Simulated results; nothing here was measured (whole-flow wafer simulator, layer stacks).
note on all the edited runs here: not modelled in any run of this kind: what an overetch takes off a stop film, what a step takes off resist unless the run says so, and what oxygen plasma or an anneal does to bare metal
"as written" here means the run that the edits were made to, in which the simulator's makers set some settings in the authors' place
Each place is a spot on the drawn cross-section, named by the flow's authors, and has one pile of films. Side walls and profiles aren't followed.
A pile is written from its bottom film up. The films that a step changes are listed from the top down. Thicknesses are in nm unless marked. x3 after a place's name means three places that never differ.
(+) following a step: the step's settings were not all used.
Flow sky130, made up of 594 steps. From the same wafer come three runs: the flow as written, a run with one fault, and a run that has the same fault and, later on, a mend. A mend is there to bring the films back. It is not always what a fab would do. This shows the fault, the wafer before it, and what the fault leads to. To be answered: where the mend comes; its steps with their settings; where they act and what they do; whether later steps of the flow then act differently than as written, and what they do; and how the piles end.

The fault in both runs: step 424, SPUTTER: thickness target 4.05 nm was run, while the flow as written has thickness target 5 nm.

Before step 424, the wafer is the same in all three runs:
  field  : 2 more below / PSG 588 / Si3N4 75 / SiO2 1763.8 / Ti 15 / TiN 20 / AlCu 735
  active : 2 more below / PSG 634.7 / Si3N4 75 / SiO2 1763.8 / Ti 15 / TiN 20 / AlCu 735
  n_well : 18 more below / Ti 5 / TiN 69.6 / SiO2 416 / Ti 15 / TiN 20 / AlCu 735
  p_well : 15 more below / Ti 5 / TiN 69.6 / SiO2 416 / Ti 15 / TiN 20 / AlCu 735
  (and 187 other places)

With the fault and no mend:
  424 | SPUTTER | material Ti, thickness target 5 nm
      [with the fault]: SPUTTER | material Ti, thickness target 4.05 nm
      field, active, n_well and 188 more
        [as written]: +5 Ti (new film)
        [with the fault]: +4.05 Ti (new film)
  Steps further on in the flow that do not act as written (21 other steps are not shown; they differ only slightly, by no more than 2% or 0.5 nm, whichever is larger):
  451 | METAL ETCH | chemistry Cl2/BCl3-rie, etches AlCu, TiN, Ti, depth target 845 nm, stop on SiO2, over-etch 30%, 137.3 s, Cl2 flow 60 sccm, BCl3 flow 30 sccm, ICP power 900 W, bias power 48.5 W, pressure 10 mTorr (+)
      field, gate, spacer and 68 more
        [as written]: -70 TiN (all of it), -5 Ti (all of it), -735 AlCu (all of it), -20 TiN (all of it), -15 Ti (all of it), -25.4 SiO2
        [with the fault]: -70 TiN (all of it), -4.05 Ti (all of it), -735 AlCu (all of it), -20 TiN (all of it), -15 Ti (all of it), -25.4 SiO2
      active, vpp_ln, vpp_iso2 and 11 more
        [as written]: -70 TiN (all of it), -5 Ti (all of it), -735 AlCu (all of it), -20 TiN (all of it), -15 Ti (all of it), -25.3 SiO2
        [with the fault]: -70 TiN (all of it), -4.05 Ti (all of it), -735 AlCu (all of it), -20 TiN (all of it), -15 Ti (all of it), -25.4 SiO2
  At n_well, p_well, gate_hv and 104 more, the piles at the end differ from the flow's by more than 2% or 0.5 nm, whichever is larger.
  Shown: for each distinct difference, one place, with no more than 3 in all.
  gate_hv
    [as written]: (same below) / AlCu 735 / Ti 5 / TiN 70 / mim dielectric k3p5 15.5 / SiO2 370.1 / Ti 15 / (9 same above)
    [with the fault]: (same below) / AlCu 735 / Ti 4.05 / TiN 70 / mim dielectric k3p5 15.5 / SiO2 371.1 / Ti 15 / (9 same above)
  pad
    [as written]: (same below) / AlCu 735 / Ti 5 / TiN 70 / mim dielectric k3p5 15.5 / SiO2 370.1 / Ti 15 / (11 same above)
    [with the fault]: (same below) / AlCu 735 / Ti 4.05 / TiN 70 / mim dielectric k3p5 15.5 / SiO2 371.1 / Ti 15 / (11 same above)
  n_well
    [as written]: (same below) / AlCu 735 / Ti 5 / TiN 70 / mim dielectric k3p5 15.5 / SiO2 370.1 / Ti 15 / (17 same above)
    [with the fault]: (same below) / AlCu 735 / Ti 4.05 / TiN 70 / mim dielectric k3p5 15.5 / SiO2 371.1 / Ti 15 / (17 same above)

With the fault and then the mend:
  After step 424 comes the mend.
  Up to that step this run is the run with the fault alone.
  424a | SPUTTER | material Ti, thickness target 0.95 nm (the flow's step 424 again, with other settings)
      field, active, n_well and 188 more
        +0.95 Ti
  None of the later steps of the flow acts differently than as written at any place that is followed.
  At every place that both follow, the piles at the end match the flow's.
